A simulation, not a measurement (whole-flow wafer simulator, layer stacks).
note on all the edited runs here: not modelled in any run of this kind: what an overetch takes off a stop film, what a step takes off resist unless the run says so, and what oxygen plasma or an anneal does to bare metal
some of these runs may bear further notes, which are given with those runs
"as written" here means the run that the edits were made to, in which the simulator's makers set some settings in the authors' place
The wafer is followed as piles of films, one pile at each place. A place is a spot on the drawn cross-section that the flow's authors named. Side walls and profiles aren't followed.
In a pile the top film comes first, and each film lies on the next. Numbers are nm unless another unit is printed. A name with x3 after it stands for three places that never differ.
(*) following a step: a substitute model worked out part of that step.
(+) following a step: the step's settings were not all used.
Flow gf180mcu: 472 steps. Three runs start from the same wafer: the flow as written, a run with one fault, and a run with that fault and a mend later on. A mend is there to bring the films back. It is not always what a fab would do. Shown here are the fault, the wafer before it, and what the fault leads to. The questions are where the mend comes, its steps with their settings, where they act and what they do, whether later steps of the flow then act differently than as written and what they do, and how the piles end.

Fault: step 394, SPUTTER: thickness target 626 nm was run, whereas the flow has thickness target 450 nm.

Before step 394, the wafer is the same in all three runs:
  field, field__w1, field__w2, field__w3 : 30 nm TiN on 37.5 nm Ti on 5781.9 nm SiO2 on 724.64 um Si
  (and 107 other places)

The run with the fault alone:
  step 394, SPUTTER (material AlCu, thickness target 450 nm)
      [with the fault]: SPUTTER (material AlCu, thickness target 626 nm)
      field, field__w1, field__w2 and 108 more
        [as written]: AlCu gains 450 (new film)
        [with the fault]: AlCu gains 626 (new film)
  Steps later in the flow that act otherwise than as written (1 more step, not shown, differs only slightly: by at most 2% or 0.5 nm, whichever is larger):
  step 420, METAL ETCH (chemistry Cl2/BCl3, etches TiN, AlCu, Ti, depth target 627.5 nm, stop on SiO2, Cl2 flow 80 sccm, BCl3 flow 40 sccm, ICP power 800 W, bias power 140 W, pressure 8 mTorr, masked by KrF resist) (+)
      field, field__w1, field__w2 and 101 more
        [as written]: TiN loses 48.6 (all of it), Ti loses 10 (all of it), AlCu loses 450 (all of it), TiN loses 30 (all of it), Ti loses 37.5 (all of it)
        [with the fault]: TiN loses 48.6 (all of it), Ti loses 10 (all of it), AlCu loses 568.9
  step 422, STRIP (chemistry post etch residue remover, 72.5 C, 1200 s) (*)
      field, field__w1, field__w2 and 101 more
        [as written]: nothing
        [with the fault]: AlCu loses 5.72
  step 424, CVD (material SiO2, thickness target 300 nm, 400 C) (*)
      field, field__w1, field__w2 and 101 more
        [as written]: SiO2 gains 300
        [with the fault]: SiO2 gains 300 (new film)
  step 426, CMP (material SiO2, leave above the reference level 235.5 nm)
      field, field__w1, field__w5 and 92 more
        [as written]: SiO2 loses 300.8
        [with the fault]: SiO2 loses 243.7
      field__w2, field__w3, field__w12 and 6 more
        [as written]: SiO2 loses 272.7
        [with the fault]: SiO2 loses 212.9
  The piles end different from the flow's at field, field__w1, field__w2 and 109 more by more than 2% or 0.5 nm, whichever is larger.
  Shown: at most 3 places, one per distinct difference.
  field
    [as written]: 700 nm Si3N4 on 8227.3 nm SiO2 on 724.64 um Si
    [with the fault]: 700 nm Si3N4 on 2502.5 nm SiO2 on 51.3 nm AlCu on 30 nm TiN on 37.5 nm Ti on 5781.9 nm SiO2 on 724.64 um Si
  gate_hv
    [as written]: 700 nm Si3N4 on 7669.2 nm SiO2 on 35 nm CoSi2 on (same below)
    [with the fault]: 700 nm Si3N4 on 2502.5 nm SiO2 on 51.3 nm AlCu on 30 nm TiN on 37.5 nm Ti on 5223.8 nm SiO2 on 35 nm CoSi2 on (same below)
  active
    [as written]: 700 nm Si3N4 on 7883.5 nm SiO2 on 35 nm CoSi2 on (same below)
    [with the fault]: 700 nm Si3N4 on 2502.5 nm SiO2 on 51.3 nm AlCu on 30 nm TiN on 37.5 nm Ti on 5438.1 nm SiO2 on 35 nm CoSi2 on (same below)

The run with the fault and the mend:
  The mend follows step 394.
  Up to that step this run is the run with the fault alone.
  step 394a, METAL ETCH (chemistry Cl2/BCl3, etches TiN, AlCu, Ti, depth target 176 nm, Cl2 flow 80 sccm, BCl3 flow 40 sccm, ICP power 800 W, bias power 140 W, pressure 8 mTorr) (the flow's step 260, run once more with other settings)
      field, field__w1, field__w2 and 108 more
        AlCu loses 176
  Later steps of the flow that are run all act as written at every place that is followed.
  At every place that both follow, the piles at the end match the flow's.
